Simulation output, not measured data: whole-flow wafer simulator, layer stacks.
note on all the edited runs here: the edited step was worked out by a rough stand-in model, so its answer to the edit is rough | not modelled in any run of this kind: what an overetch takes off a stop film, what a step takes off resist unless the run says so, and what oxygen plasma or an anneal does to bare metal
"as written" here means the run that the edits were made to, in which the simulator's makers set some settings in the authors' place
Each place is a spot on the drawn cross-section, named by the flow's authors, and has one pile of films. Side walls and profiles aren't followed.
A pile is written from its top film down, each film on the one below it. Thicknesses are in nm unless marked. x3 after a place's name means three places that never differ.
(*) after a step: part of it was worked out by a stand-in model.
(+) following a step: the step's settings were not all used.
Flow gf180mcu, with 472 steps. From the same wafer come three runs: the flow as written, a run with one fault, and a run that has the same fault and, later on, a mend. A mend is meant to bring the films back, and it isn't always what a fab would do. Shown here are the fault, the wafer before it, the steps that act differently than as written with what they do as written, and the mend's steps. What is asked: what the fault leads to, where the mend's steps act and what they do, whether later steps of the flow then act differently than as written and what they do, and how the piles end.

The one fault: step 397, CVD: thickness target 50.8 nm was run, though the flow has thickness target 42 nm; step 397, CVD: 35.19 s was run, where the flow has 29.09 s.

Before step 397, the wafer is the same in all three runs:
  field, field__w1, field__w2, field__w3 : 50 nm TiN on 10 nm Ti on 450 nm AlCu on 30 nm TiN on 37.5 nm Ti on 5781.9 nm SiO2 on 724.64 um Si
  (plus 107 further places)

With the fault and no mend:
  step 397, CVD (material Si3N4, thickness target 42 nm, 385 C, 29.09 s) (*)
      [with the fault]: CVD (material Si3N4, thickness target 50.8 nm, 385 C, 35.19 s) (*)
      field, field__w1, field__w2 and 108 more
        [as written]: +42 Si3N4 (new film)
        [with the fault]: +50.8 Si3N4 (new film)
  Steps later in the flow that act otherwise than as written (not shown: 4 more steps that differ only slightly, by at most 2% or 0.5 nm, whichever is larger):
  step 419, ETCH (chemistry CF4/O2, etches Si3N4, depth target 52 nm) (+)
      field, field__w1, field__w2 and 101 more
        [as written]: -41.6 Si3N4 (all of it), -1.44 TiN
        [with the fault]: -50.4 Si3N4 (all of it), -0.22 TiN
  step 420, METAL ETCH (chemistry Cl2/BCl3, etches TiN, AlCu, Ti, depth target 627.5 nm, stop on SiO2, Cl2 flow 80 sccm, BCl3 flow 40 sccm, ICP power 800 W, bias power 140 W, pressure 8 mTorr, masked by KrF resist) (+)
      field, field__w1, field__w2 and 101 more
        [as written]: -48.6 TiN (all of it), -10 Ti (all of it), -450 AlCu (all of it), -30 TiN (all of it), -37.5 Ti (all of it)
        [with the fault]: -49.8 TiN (all of it), -10 Ti (all of it), -450 AlCu (all of it), -30 TiN (all of it), -37.5 Ti (all of it)
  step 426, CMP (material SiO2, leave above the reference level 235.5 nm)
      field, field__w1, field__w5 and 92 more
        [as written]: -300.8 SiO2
        [with the fault]: -292 SiO2
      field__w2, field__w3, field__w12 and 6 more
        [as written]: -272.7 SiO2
        [with the fault]: -263.5 SiO2
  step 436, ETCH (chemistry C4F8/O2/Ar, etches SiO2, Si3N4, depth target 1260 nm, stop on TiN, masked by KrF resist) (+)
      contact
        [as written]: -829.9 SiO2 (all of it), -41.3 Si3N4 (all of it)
        [with the fault]: -829.9 SiO2 (all of it), -50.1 Si3N4 (all of it)
  By the end, the piles at field__w4, field__w8, m1, m1__w1, mim, mim_1p0, m1_nw depart from the flow's by more than 2% or 0.5 nm, whichever is larger.
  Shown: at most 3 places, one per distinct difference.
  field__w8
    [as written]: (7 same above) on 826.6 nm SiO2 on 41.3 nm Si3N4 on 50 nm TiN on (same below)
    [with the fault]: (7 same above) on 826.6 nm SiO2 on 50.1 nm Si3N4 on 50 nm TiN on (same below)
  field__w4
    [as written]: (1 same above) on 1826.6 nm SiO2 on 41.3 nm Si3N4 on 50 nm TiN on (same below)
    [with the fault]: (1 same above) on 1826.6 nm SiO2 on 50.1 nm Si3N4 on 50 nm TiN on (same below)
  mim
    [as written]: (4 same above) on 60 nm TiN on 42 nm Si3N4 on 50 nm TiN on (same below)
    [with the fault]: (4 same above) on 60 nm TiN on 50.8 nm Si3N4 on 50 nm TiN on (same below)

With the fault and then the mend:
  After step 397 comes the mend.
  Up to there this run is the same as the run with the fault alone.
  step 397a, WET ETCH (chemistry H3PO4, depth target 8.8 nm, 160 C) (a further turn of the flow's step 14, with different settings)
      field, field__w1, field__w2 and 108 more
        -8.8 Si3N4
  None of the later steps of the flow acts differently than as written at any place that is followed.
  At every place that both follow, the piles at the end match the flow's.
